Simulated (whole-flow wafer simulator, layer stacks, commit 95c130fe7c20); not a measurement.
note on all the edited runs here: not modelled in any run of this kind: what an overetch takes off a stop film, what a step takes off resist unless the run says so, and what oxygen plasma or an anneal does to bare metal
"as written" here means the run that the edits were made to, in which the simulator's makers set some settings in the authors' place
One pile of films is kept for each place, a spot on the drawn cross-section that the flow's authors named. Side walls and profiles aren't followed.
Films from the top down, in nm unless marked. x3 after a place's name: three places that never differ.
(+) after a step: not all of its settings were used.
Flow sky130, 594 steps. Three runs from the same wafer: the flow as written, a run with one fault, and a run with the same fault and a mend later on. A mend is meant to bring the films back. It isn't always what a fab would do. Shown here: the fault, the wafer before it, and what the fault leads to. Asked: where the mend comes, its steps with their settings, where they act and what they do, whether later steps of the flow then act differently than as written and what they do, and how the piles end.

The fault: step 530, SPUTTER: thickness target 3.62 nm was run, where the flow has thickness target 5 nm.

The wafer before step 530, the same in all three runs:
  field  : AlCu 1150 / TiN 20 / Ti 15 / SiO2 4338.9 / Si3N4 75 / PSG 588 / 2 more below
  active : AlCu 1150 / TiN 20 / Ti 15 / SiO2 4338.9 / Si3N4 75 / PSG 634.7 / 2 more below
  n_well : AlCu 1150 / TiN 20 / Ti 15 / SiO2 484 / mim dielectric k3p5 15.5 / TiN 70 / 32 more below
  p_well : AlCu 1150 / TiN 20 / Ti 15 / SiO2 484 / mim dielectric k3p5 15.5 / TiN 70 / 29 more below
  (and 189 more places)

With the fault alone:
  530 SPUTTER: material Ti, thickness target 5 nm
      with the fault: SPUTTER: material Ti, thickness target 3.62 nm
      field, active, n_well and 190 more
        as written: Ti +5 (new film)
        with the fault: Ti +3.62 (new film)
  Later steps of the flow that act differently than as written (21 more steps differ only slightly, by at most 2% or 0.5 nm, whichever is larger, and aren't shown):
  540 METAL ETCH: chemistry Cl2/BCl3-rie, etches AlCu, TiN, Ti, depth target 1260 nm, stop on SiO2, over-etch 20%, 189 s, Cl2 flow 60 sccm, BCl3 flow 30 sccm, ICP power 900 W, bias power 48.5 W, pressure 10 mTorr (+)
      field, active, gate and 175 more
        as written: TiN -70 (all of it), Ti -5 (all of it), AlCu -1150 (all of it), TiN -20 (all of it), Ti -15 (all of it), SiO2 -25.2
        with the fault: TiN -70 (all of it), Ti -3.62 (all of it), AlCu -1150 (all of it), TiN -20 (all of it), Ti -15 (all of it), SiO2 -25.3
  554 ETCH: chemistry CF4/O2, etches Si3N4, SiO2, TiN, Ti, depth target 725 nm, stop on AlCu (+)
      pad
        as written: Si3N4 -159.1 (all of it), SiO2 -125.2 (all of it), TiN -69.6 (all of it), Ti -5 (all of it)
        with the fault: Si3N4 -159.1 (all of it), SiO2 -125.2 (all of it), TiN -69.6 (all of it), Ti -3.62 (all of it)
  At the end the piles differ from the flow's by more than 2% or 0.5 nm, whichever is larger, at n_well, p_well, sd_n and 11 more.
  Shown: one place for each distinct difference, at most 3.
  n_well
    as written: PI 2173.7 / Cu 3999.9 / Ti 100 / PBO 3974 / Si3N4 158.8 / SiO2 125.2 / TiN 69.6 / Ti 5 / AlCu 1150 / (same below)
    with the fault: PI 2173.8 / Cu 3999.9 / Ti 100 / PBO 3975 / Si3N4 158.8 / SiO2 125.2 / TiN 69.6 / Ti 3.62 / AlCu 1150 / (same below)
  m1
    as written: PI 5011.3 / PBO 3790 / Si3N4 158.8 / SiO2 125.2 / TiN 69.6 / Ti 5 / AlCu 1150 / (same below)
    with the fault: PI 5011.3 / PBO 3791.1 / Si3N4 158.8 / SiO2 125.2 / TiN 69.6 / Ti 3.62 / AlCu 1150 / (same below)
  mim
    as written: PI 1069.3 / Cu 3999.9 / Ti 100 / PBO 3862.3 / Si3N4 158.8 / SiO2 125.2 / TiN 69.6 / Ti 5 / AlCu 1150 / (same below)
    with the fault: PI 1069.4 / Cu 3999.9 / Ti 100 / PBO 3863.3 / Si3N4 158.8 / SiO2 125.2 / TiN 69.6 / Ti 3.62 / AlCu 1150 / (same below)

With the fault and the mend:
  The mend comes after step 530.
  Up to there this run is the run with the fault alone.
  530a SPUTTER: material Ti, thickness target 1.38 nm (the flow's step 530 once more, with other settings)
      field, active, n_well and 190 more
        Ti +1.38
  No later step of the flow acts differently than as written at any place that is followed.
  At the end the piles are the same as the flow's at every place that both follow.
